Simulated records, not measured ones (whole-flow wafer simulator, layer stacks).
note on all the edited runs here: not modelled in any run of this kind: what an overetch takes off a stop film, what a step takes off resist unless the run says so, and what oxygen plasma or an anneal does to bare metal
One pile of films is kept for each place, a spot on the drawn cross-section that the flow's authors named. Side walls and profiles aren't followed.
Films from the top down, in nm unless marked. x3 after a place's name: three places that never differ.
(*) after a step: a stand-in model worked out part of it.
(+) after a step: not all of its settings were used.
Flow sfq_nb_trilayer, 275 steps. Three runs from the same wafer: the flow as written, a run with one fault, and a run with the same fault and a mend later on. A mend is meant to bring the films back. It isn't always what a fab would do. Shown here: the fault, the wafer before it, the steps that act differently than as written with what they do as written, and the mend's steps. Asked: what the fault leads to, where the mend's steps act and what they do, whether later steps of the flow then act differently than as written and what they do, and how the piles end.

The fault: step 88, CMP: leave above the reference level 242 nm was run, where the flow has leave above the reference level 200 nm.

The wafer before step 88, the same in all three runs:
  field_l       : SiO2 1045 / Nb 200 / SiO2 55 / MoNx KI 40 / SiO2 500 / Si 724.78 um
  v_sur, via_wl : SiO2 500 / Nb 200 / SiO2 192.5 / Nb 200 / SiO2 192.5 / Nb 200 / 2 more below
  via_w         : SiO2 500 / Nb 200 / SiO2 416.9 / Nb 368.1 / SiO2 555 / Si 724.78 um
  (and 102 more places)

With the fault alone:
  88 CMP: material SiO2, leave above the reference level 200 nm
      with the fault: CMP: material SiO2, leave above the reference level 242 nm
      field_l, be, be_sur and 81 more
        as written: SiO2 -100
        with the fault: SiO2 -58
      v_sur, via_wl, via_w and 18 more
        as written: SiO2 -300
        with the fault: SiO2 -258
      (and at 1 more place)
  Later steps of the flow that act differently than as written (3 more steps differ only slightly, by at most 2% or 0.5 nm, whichever is larger, and aren't shown):
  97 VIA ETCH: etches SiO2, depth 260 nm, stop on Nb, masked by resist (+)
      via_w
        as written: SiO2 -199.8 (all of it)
        with the fault: SiO2 -241.8 (all of it)
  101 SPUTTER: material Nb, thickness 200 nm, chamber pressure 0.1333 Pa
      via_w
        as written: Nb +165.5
        with the fault: Nb +156.6
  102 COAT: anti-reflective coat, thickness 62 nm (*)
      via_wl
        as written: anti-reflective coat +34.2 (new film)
        with the fault: anti-reflective coat +32.5 (new film)
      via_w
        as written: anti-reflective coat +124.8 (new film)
        with the fault: anti-reflective coat +133.8 (new film)
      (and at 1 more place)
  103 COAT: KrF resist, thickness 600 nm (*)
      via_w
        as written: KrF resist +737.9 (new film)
        with the fault: KrF resist +772.8 (new film)
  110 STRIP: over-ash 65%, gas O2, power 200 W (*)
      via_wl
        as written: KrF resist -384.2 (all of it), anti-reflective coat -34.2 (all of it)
        with the fault: KrF resist -380.4 (all of it), anti-reflective coat -32.5 (all of it)
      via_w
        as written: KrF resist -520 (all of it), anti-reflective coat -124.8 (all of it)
        with the fault: KrF resist -554.8 (all of it), anti-reflective coat -133.8 (all of it)
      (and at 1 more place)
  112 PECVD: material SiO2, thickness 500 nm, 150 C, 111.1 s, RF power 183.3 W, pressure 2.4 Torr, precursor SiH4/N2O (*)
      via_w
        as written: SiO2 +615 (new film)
        with the fault: SiO2 +666 (new film)
  At the end the piles differ from the flow's by more than 2% or 0.5 nm, whichever is larger, at v_sur, via_wl, via_w and 74 more.
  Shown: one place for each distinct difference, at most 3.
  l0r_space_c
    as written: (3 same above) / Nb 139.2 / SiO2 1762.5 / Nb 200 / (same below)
    with the fault: (3 same above) / Nb 139.2 / SiO2 1804.5 / Nb 200 / (same below)
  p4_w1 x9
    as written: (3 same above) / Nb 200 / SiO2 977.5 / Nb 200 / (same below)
    with the fault: (3 same above) / Nb 200 / SiO2 1019.5 / Nb 200 / (same below)
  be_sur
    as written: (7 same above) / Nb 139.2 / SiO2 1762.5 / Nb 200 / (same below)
    with the fault: (7 same above) / Nb 139.2 / SiO2 1804.5 / Nb 200 / (same below)

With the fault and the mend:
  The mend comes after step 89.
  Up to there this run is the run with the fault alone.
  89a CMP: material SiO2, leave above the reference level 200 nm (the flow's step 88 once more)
      field_l, v_sur, via_wl and 103 more
        SiO2 -42
  No later step of the flow acts differently than as written at any place that is followed.
  At the end the piles are the same as the flow's at every place that both follow.
